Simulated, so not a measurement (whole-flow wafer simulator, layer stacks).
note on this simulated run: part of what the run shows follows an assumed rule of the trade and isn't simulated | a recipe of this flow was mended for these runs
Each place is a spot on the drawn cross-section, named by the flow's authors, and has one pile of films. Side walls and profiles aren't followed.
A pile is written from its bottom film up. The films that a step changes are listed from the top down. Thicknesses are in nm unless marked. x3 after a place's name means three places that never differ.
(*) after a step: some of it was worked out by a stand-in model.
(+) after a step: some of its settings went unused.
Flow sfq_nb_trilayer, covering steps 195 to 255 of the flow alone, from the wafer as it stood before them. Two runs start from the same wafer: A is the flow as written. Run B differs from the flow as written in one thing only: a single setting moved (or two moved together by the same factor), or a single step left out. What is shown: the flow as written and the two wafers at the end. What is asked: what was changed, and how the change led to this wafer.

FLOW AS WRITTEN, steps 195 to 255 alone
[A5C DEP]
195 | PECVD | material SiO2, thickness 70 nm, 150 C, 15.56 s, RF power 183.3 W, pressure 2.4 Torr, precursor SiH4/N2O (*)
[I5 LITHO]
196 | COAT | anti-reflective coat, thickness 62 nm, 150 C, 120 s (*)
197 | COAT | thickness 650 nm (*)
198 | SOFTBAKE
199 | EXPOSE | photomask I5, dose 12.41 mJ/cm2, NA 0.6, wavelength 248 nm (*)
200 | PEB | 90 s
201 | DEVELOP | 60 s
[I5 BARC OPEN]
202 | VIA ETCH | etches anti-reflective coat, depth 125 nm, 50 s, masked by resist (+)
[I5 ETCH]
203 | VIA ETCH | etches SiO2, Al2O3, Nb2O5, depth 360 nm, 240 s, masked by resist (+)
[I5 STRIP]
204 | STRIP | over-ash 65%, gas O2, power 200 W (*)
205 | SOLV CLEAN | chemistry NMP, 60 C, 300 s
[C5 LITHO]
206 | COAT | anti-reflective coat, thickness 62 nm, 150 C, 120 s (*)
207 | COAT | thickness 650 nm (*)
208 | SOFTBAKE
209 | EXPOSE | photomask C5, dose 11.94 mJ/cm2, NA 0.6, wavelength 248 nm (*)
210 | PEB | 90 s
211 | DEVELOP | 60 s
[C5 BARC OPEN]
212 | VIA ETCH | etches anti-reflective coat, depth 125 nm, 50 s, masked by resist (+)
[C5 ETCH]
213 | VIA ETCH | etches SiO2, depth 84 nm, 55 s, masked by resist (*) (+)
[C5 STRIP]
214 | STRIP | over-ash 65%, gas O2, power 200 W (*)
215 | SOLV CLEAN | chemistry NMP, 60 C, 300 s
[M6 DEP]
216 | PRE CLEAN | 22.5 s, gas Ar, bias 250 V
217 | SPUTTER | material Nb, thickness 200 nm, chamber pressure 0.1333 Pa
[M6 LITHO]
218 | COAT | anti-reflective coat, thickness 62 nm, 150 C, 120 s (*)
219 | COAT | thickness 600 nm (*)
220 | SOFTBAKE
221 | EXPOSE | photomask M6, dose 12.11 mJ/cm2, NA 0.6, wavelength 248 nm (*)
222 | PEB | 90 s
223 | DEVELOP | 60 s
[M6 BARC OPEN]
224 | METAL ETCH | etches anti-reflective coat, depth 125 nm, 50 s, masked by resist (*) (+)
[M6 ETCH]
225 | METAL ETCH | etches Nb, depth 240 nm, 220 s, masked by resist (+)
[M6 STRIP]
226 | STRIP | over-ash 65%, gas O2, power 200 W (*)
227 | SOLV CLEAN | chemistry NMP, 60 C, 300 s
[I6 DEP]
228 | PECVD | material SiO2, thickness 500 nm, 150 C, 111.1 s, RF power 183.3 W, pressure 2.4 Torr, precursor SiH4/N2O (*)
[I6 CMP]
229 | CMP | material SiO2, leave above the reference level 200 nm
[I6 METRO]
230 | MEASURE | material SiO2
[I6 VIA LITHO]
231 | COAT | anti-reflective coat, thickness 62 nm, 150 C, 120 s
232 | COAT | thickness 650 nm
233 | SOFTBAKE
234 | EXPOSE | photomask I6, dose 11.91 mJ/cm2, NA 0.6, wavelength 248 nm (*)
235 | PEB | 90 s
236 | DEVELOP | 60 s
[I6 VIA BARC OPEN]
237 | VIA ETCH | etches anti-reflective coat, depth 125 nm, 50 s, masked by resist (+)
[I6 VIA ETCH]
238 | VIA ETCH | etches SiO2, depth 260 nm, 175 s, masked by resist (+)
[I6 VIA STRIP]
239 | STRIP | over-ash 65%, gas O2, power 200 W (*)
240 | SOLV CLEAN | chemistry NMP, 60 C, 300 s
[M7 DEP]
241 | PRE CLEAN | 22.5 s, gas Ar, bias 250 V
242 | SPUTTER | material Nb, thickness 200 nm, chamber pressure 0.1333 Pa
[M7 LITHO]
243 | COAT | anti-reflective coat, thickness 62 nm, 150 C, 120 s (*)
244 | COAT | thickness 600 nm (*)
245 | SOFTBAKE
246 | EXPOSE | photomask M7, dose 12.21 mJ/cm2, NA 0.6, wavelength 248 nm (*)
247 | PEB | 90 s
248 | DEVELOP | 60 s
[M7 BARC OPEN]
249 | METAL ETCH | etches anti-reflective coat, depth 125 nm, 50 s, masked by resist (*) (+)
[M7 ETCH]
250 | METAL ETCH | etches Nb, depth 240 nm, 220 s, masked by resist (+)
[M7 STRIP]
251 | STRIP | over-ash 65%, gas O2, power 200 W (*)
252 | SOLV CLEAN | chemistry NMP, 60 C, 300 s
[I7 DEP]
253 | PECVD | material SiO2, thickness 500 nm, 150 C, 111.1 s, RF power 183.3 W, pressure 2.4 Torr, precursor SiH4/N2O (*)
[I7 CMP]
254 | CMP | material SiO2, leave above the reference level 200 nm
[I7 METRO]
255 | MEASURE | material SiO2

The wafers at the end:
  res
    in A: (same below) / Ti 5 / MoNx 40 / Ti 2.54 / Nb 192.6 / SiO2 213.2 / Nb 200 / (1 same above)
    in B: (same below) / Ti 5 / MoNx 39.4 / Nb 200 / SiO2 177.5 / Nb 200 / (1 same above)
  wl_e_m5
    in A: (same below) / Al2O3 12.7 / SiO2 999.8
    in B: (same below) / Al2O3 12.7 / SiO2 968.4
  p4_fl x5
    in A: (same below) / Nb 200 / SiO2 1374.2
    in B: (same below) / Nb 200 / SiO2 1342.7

What caused this: step 195, PECVD: 8.556 s was run, while the flow as written has 15.56 s.

The path from the change to this, step by step:
  195 | PECVD | material SiO2, thickness 70 nm, 150 C, 15.56 s, RF power 183.3 W, pressure 2.4 Torr, precursor SiH4/N2O (*)
      field_l, v_sur, via_wl and 92 more: A +70 SiO2 | B +38.5 SiO2
      ce_l, c5j, ce_r and 8 more: A +70 SiO2 (new film) | B +38.5 SiO2 (new film)
  196 | COAT | anti-reflective coat, thickness 62 nm, 150 C, 120 s (*)
      r5r_line_l, r5r_line_c, r5r_line_r: A +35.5 anti-reflective coat (new film) | B +33.9 anti-reflective coat (new film)
  203 | VIA ETCH | etches SiO2, Al2O3, Nb2O5, depth 360 nm, 240 s, masked by resist (+)
      be: A -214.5 SiO2 (all of it), -12.7 Al2O3 (all of it), -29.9 Nb2O5 (all of it), -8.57 Nb | B -183.1 SiO2 (all of it), -12.7 Al2O3 (all of it), -29.9 Nb2O5 (all of it), -11.2 Nb
  204 | STRIP | over-ash 65%, gas O2, power 200 W (*)
      r5r_line_l, r5r_line_c, r5r_line_r: A -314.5 KrF-resist-other-grade (all of it), -35.5 anti-reflective coat (all of it) | B -314.5 KrF-resist-other-grade (all of it), -33.9 anti-reflective coat (all of it)
  206 | COAT | anti-reflective coat, thickness 62 nm, 150 C, 120 s (*)
      r5r_line_l, r5r_line_c, r5r_line_r: A +35.5 anti-reflective coat (new film) | B +33.9 anti-reflective coat (new film)
      be: A +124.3 anti-reflective coat (new film) | B +119.9 anti-reflective coat (new film)
  207 | COAT | thickness 650 nm (*)
      be: A +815 KrF-resist-other-grade (new film) | B +794.2 KrF-resist-other-grade (new film)
  213 | VIA ETCH | etches SiO2, depth 84 nm, 55 s, masked by resist (*) (+)
      c5j: A -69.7 SiO2 (all of it), -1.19 Nb | B -38.3 SiO2 (all of it), -3.81 Nb
      res: A -69.7 SiO2 (all of it), -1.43 Ti | B -38.2 SiO2 (all of it), -4.58 Ti
  214 | STRIP | over-ash 65%, gas O2, power 200 W (*)
      r5r_line_l, r5r_line_c, r5r_line_r: A -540 KrF-resist-other-grade (all of it), -35.5 anti-reflective coat (all of it) | B -540 KrF-resist-other-grade (all of it), -33.9 anti-reflective coat (all of it)
      be: A -705.8 KrF-resist-other-grade (all of it), -124.3 anti-reflective coat (all of it) | B -685 KrF-resist-other-grade (all of it), -119.9 anti-reflective coat (all of it)
  216 | PRE CLEAN | 22.5 s, gas Ar, bias 250 V
      res: A -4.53 Ti | B -3.92 Ti (all of it), -0.6 MoNx
  217 | SPUTTER | material Nb, thickness 200 nm, chamber pressure 0.1333 Pa
      be: A +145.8 Nb | B +152.4 Nb
      c5j: A +188.4 Nb | B +196.2 Nb
      (also at 1 further place)
  218 | COAT | anti-reflective coat, thickness 62 nm, 150 C, 120 s (*)
      wire: A +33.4 anti-reflective coat (new film) | B +34.1 anti-reflective coat (new film)
      be: A +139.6 anti-reflective coat (new film) | B +134 anti-reflective coat (new film)
      (also at 10 further places)
  219 | COAT | thickness 600 nm (*)
      be: A +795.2 KrF-resist-other-grade (new film) | B +770.5 KrF-resist-other-grade (new film)
  224 | METAL ETCH | etches anti-reflective coat, depth 125 nm, 50 s, masked by resist (*) (+)
      field_r: A -67 anti-reflective coat (all of it) | B -65.2 anti-reflective coat (all of it)
  226 | STRIP | over-ash 65%, gas O2, power 200 W (*)
      wire: A -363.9 KrF-resist-other-grade (all of it), -33.4 anti-reflective coat (all of it) | B -366.3 KrF-resist-other-grade (all of it), -34.1 anti-reflective coat (all of it)
      be: A -559.4 KrF-resist-other-grade (all of it), -139.6 anti-reflective coat (all of it) | B -534.7 KrF-resist-other-grade (all of it), -134 anti-reflective coat (all of it)
      (also at 9 further places)
  228 | PECVD | material SiO2, thickness 500 nm, 150 C, 111.1 s, RF power 183.3 W, pressure 2.4 Torr, precursor SiH4/N2O (*)
      be: A +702 SiO2 (new film) | B +666.5 SiO2 (new film)
      c5j: A +514.7 SiO2 (new film) | B +500 SiO2 (new film)
  229 | CMP | material SiO2, leave above the reference level 200 nm
      c5j: A -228 SiO2 | B -249.9 SiO2
      res: A -279.3 SiO2 | B -315 SiO2
